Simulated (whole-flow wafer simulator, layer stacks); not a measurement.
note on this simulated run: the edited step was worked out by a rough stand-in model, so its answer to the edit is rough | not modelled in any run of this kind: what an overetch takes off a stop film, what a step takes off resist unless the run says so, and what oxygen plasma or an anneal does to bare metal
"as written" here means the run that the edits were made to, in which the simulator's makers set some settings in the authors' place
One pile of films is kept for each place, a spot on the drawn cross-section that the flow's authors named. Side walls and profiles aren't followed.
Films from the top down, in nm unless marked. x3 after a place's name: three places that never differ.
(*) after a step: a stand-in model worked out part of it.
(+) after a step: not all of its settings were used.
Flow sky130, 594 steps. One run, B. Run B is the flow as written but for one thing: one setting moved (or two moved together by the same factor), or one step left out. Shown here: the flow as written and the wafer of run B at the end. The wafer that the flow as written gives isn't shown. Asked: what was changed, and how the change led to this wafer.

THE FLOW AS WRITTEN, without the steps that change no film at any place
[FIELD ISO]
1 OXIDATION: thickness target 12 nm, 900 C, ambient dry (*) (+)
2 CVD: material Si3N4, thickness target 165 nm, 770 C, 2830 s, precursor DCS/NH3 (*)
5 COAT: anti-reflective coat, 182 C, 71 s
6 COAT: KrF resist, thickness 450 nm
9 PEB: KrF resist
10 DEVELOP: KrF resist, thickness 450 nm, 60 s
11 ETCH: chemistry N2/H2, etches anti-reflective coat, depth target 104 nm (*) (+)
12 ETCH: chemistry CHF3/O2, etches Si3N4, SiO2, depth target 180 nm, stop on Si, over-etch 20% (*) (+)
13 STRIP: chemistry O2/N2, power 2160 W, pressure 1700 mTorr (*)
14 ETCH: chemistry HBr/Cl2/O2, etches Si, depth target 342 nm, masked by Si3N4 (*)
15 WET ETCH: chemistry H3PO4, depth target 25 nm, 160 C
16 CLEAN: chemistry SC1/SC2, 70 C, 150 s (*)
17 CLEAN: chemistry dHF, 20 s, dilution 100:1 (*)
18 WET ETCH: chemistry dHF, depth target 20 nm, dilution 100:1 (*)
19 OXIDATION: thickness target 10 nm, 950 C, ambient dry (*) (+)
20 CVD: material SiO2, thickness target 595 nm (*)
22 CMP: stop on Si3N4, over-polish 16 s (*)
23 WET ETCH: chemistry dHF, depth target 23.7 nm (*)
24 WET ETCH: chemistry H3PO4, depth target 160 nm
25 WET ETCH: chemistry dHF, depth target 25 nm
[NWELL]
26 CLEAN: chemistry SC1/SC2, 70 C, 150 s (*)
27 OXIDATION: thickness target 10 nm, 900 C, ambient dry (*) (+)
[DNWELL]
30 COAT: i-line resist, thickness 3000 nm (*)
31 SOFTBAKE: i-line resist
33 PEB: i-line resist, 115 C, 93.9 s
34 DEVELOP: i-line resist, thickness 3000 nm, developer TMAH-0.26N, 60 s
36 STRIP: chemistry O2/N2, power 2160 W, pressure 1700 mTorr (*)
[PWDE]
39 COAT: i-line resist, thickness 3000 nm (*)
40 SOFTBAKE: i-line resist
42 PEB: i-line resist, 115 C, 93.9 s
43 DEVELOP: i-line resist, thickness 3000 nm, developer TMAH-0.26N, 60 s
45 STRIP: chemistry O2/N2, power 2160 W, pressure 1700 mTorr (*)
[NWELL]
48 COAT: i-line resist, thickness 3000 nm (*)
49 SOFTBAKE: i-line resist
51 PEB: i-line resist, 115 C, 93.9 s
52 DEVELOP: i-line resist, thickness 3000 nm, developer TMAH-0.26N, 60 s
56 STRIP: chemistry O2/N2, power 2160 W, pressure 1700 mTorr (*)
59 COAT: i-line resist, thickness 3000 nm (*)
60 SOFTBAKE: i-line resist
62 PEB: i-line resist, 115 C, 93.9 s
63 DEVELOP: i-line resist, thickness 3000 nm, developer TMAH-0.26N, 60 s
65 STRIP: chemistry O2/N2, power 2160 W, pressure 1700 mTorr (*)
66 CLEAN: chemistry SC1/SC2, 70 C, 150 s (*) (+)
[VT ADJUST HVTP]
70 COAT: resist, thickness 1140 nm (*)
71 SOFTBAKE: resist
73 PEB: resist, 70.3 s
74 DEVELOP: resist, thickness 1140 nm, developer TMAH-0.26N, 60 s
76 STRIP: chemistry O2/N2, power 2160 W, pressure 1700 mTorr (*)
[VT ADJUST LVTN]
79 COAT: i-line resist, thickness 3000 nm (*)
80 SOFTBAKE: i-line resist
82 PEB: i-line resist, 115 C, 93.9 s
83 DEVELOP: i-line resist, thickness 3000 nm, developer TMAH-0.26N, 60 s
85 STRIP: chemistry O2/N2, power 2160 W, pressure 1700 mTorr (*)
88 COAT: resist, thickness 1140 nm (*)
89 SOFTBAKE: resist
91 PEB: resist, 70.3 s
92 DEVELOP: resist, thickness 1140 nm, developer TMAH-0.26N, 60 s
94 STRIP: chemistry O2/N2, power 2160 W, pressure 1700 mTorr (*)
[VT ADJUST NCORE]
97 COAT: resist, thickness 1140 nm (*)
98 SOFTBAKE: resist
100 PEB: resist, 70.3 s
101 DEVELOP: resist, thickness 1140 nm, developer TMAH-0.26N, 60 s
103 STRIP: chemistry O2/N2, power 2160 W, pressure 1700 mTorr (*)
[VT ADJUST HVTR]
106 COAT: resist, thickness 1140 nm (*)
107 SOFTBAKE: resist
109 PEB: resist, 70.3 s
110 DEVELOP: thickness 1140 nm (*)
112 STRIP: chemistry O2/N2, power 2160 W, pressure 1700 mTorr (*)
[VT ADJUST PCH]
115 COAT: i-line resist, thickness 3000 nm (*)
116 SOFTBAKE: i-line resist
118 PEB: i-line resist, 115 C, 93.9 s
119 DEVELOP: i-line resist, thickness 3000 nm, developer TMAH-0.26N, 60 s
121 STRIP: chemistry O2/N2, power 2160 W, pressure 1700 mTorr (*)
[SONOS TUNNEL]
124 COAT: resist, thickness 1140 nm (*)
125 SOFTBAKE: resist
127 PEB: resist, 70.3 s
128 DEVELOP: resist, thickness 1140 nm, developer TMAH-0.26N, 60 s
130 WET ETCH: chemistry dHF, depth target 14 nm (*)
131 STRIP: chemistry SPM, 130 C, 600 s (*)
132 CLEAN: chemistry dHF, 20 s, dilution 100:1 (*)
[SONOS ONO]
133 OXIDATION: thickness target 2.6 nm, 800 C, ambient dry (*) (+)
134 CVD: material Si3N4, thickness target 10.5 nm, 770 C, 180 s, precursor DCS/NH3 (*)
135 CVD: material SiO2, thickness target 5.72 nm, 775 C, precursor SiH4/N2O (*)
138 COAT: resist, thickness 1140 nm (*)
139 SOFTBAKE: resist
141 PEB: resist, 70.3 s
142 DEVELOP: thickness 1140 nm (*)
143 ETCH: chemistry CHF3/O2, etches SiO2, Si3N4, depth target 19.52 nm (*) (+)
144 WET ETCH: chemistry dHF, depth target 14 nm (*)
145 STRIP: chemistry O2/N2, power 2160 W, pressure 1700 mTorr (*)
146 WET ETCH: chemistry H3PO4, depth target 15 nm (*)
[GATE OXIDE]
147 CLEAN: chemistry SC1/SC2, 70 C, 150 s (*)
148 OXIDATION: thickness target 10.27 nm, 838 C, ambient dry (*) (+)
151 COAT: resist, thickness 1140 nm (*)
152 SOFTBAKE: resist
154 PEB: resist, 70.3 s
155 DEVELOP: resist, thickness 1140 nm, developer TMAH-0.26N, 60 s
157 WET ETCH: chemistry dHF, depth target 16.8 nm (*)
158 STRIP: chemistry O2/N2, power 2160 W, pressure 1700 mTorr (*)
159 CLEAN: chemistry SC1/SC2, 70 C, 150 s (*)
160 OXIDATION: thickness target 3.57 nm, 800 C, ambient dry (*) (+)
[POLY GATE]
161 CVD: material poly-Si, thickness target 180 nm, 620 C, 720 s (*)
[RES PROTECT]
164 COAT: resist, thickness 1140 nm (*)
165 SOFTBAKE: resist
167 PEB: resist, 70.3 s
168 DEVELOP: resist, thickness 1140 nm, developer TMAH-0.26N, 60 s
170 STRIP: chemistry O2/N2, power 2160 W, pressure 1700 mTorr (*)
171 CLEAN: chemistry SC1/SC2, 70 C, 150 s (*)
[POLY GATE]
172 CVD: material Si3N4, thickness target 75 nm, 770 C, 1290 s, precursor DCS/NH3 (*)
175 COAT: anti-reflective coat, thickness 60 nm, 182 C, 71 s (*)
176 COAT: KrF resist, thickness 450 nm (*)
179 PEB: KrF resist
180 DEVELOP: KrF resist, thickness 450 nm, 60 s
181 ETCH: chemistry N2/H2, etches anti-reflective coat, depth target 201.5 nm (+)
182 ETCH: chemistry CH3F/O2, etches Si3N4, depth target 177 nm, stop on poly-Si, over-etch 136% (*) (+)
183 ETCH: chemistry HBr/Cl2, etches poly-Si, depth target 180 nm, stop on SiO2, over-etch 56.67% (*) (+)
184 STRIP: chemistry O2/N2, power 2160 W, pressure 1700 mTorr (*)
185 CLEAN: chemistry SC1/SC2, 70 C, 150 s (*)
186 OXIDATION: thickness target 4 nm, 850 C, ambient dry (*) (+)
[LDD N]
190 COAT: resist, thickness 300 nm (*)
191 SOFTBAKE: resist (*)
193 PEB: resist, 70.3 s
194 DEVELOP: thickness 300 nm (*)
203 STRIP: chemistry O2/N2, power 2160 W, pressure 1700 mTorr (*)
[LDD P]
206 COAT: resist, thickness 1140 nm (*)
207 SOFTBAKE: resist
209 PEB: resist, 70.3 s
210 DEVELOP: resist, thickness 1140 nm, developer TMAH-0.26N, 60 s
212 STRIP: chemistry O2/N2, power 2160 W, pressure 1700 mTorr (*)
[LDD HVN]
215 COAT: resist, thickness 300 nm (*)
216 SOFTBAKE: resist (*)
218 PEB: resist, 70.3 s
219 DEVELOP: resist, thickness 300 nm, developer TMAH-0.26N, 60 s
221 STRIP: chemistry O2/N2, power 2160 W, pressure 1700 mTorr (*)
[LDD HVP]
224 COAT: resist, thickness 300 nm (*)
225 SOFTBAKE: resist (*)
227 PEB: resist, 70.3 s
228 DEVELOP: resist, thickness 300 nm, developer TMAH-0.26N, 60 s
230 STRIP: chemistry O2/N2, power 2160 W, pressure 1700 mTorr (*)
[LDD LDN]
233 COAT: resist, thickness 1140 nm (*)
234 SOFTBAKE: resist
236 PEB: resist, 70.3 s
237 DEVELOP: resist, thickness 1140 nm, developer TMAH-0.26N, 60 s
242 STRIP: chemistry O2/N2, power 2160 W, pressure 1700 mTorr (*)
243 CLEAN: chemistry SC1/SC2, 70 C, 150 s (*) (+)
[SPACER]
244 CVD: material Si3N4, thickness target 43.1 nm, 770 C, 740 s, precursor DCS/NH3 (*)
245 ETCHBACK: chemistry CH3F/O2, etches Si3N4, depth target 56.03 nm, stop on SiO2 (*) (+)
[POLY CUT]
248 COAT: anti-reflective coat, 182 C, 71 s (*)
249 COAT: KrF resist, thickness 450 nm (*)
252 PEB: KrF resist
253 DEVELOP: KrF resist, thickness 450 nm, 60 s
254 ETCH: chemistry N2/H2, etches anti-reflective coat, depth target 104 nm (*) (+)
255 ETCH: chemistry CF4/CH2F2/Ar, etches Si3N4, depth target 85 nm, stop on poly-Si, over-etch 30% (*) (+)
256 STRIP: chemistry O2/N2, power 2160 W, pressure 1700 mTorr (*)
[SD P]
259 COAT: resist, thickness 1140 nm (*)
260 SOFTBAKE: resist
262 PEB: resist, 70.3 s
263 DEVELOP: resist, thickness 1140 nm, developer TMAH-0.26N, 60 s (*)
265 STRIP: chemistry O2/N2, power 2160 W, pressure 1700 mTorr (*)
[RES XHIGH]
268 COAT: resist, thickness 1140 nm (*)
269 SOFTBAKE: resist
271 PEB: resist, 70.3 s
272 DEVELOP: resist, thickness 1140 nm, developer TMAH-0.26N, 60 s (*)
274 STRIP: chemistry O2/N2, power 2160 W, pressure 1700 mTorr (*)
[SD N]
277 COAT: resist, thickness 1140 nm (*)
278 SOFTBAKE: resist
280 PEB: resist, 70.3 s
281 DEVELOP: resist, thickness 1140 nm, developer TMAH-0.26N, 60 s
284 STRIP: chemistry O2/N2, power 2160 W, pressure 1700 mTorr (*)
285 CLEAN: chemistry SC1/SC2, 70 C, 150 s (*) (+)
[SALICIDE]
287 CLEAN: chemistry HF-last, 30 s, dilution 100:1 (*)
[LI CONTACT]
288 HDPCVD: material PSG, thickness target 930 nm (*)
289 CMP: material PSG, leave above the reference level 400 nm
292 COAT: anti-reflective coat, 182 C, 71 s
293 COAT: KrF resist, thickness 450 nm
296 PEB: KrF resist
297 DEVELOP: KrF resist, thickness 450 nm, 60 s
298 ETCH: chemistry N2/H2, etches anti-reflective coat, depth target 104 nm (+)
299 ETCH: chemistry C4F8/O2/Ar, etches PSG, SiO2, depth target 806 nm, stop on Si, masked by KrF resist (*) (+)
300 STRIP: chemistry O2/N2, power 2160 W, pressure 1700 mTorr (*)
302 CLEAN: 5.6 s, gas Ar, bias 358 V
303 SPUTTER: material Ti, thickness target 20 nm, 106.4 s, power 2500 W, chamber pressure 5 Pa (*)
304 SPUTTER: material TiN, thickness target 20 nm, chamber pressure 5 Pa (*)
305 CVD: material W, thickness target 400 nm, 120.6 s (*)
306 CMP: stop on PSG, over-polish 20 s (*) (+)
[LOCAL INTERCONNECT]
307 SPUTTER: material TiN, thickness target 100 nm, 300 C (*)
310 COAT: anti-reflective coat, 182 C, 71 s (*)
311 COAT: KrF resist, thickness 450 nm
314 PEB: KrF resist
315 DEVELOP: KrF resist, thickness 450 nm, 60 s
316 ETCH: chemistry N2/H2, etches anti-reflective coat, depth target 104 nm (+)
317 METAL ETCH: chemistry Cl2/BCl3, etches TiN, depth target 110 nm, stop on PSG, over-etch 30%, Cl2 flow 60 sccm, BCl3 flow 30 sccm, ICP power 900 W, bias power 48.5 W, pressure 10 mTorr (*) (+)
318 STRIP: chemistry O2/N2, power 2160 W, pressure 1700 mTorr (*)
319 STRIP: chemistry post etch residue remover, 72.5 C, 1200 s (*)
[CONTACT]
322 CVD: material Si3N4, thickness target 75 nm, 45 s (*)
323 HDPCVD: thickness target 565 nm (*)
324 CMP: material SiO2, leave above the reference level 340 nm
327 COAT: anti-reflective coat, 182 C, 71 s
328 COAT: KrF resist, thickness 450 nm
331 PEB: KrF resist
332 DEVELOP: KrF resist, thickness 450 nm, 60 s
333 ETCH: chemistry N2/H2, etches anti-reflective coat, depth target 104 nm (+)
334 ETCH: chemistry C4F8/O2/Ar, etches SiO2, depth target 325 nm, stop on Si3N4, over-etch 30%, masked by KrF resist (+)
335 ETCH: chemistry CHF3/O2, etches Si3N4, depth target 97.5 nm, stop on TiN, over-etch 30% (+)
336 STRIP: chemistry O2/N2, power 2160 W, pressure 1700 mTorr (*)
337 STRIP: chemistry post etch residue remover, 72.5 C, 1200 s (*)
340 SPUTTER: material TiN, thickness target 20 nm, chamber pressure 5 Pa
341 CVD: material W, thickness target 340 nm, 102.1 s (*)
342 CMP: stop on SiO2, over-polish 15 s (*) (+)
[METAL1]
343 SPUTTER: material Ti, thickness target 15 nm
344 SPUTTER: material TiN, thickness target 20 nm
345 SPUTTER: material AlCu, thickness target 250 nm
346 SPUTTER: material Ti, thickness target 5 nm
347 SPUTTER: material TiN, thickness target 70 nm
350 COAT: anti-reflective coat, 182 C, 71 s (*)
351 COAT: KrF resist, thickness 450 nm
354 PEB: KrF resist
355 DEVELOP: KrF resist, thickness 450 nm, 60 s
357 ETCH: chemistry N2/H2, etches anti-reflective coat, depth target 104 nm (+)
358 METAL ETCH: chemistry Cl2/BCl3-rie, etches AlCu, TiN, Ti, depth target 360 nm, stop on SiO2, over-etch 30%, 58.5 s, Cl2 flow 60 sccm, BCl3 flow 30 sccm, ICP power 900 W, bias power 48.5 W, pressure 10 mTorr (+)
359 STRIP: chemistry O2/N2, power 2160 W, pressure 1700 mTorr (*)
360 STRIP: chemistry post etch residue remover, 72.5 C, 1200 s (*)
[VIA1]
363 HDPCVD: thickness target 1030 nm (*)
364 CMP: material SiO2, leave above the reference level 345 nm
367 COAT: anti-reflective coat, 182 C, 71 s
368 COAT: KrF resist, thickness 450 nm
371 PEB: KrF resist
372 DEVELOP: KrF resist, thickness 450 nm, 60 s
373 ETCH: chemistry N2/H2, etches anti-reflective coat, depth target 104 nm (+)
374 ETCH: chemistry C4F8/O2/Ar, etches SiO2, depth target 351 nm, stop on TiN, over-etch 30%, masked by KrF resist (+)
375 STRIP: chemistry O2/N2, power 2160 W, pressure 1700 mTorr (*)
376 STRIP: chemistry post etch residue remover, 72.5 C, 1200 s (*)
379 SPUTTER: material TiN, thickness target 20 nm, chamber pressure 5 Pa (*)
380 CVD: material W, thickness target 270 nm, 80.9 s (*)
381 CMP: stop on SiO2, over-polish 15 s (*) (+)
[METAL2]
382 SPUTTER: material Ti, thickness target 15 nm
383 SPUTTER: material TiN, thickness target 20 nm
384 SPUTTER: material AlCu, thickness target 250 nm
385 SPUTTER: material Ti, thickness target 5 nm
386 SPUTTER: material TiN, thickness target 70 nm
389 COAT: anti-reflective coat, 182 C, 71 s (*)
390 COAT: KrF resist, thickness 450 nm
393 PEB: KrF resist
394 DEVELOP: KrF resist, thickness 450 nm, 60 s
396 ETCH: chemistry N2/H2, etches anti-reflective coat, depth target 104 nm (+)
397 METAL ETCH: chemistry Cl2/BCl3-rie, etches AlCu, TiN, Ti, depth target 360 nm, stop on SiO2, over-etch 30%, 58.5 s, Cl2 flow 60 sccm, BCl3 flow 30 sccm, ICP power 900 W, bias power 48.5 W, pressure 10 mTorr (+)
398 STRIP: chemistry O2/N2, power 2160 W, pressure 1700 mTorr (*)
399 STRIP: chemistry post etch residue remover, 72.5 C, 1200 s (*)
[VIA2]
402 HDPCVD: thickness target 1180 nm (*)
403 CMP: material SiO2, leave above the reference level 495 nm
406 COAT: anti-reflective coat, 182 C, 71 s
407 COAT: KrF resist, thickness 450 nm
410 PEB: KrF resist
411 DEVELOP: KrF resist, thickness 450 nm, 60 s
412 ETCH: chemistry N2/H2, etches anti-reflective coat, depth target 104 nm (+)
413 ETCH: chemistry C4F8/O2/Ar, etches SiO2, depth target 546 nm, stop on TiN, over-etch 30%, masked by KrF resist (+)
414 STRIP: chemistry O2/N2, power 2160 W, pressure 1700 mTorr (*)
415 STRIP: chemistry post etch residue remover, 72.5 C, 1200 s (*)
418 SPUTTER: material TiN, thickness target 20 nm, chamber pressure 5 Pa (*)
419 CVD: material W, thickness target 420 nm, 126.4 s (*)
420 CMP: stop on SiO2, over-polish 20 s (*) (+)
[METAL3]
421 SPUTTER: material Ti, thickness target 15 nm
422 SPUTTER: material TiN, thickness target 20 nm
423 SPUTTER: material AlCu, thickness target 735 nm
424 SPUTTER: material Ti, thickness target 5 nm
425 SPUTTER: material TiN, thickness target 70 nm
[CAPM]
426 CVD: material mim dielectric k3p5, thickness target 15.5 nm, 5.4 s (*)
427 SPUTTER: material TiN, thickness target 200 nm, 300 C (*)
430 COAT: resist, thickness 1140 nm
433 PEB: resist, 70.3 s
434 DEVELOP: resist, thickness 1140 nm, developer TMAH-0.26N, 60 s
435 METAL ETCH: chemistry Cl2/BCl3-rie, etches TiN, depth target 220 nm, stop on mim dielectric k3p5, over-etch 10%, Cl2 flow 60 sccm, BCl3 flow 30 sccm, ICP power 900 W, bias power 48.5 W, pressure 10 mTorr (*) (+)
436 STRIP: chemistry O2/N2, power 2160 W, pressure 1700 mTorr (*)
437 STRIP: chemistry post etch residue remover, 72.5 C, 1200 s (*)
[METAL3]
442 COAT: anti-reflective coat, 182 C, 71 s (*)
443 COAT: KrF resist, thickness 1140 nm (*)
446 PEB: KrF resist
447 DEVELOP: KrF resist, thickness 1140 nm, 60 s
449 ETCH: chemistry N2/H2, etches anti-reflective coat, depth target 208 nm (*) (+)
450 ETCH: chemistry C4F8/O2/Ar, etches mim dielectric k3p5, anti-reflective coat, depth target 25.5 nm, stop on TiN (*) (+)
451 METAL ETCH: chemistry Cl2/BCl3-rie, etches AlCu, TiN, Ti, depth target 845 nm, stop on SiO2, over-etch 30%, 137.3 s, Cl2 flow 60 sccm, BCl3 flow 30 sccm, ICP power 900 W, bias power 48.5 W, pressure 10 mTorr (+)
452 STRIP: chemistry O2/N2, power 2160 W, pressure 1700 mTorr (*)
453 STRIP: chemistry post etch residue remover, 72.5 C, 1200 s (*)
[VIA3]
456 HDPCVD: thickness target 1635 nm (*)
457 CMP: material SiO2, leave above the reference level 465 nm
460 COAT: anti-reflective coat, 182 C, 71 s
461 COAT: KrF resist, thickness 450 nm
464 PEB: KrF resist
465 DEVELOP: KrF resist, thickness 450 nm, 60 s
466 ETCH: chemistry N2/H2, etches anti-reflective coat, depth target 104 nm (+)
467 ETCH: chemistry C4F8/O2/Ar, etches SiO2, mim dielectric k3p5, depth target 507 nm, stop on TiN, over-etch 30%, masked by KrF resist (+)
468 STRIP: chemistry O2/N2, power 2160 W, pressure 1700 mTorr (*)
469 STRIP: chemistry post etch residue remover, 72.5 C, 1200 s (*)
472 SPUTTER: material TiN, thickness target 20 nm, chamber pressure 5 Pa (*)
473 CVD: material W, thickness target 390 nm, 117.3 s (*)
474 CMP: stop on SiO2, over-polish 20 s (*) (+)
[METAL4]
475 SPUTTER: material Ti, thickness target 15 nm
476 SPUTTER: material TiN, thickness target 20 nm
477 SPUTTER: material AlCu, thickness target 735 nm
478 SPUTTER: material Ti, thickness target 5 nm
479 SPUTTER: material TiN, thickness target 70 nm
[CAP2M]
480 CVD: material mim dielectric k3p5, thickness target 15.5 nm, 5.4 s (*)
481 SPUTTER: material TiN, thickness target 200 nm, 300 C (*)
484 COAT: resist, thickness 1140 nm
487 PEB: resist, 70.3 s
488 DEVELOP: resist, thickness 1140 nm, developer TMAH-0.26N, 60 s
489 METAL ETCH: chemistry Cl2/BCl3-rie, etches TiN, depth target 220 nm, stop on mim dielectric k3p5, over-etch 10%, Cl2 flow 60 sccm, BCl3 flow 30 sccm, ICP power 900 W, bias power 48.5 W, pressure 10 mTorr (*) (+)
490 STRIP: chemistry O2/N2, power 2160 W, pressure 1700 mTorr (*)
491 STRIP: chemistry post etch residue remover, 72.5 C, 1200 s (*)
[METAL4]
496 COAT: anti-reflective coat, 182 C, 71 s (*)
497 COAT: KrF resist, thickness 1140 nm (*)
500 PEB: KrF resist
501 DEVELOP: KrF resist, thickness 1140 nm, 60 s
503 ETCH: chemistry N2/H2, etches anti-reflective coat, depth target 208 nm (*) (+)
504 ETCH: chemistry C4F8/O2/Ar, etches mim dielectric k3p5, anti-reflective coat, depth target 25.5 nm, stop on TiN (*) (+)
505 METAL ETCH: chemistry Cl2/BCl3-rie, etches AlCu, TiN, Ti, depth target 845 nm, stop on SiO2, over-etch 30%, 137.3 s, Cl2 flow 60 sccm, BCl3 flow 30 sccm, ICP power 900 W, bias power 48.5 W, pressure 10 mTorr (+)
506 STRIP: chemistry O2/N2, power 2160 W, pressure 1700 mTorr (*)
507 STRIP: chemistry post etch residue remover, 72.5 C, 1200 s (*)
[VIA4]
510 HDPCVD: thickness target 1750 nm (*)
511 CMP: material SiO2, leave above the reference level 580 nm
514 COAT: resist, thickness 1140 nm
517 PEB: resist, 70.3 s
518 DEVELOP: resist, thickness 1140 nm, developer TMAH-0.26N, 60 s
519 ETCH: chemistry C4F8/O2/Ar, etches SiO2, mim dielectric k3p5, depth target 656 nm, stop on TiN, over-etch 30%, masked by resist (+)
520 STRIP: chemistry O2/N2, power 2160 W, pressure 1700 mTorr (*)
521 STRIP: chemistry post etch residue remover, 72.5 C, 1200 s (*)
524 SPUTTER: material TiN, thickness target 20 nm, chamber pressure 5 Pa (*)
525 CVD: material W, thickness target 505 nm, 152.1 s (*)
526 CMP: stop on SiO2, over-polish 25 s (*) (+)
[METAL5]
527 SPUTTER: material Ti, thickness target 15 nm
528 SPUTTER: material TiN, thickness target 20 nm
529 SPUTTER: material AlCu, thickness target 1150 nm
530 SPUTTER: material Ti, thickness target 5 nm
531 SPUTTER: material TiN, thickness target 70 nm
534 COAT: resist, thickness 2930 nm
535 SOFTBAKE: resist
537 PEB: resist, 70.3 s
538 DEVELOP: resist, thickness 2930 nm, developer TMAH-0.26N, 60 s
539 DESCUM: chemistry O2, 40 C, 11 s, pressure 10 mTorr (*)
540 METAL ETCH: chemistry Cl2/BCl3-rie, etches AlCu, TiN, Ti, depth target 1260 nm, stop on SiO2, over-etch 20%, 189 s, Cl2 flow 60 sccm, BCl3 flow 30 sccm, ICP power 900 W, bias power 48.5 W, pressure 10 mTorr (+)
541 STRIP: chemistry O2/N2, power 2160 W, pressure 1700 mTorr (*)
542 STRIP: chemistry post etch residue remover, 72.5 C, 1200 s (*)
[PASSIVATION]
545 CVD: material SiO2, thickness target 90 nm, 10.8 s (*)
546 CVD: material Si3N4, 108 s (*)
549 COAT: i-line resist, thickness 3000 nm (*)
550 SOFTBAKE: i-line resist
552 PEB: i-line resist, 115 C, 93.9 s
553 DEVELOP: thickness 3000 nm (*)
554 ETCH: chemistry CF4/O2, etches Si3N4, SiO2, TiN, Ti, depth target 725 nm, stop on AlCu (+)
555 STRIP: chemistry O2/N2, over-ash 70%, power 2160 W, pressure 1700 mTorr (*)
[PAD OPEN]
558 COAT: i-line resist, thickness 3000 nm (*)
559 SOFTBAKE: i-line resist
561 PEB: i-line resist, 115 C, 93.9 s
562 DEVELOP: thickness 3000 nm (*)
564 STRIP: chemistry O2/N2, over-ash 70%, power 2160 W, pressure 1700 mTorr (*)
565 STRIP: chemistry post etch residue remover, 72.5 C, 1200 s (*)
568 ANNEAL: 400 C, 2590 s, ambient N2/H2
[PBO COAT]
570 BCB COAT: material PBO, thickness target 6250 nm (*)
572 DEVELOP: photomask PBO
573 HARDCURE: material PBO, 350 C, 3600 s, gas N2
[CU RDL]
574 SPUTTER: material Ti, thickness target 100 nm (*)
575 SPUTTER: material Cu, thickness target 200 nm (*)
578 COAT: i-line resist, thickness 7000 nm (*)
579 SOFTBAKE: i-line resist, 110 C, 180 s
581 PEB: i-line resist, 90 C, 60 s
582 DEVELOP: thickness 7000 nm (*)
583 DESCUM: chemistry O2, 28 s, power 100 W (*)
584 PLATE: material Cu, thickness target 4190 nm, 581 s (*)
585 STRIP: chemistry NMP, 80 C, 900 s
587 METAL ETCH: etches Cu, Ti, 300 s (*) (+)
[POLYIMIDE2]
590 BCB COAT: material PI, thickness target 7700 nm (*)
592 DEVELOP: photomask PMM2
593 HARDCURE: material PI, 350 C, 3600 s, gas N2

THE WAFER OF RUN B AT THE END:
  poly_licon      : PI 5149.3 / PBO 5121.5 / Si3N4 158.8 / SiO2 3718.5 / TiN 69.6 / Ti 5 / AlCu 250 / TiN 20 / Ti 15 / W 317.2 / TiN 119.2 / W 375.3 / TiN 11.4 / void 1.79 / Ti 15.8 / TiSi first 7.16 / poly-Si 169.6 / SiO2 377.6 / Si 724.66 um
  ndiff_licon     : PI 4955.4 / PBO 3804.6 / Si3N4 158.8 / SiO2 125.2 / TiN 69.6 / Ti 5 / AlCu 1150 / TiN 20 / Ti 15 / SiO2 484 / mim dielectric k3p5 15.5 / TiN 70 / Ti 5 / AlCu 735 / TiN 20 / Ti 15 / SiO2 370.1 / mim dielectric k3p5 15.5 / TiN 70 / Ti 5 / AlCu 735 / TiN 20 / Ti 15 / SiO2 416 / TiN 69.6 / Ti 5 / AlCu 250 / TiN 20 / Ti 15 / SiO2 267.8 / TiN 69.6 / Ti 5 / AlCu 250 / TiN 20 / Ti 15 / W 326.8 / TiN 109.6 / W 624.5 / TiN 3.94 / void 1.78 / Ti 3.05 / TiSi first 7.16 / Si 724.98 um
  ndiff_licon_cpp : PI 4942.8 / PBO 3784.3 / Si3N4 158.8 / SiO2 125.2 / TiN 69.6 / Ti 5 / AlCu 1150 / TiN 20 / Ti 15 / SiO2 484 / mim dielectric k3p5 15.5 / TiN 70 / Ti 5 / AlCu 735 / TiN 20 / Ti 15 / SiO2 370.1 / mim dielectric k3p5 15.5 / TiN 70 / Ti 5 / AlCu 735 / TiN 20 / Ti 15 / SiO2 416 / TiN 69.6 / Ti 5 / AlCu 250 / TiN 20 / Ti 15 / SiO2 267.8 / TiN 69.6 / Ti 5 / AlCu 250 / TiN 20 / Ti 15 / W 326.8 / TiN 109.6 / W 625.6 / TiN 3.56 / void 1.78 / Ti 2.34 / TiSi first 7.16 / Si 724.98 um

The cause: step 304, SPUTTER: thickness target 11.4 nm was run, where the flow has thickness target 20 nm.
It can be read off the wafer: poly_licon has TiN 11.4, and step 304 as written asks for 20 nm.

How the change led to this, step by step:
  304 SPUTTER: material TiN, thickness target 20 nm, chamber pressure 5 Pa (*)
      field, active, n_well and 185 more: TiN +11.4 (new film) (as written it would be: TiN +20 (new film))
      ndiff_licon: TiN +3.94 (new film) (as written it would be: TiN +6.83 (new film))
      (and at 2 more places)
  306 CMP: stop on PSG, over-polish 20 s (*) (+)
      field, active, n_well and 184 more: W -400 (all of it), TiN -11.4 (all of it), Ti -20 (all of it), PSG -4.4 (as written it would be: W -400 (all of it), TiN -20 (all of it), Ti -20 (all of it), PSG -4.4)
      poly_licon: W -24.7 (as written it would be: W -33.3)
